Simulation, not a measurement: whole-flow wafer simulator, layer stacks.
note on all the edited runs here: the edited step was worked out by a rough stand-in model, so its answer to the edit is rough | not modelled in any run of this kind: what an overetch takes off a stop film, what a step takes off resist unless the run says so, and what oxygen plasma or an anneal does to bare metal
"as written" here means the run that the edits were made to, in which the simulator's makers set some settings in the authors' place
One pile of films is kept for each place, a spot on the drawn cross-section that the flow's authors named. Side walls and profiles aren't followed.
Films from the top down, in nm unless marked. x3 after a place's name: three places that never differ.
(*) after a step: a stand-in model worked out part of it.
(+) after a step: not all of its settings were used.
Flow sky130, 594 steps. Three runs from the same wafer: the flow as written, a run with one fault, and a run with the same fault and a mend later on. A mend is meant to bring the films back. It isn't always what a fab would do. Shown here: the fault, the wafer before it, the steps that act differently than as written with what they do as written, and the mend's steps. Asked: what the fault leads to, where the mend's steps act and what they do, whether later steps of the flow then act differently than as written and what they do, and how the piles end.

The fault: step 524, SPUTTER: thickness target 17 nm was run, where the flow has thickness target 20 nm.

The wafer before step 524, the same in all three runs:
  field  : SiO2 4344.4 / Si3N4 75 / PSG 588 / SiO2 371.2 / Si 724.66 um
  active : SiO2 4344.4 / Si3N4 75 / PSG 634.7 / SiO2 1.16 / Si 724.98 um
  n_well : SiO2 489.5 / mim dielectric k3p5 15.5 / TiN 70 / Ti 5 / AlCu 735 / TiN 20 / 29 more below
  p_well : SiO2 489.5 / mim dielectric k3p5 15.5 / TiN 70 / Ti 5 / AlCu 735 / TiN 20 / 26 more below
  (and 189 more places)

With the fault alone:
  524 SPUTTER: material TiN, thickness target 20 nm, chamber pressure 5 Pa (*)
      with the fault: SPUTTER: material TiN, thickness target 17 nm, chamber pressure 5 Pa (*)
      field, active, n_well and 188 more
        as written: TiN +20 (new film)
        with the fault: TiN +17 (new film)
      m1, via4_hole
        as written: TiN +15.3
        with the fault: TiN +13
  Later steps of the flow that act differently than as written (1 more step differs only slightly, by at most 2% or 0.5 nm, whichever is larger, and isn't shown):
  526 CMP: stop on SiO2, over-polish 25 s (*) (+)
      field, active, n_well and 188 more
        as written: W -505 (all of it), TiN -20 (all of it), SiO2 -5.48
        with the fault: W -505 (all of it), TiN -17 (all of it), SiO2 -5.48
  At the end the piles differ from the flow's by more than 2% or 0.5 nm, whichever is larger, at m1, via4_hole.
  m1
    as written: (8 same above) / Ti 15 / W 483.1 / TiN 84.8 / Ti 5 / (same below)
    with the fault: (8 same above) / Ti 15 / W 485.4 / TiN 82.6 / Ti 5 / (same below)
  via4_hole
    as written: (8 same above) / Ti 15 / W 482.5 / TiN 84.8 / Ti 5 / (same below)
    with the fault: (8 same above) / Ti 15 / W 484.8 / TiN 82.5 / Ti 5 / (same below)

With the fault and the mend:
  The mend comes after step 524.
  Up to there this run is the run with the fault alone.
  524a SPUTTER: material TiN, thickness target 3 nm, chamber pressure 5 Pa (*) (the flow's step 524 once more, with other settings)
      field, active, n_well and 188 more
        TiN +3
      m1
        TiN +2.29
      via4_hole
        TiN +2.28
  No later step of the flow acts differently than as written at any place that is followed.
  At the end the piles are the same as the flow's at every place that both follow.
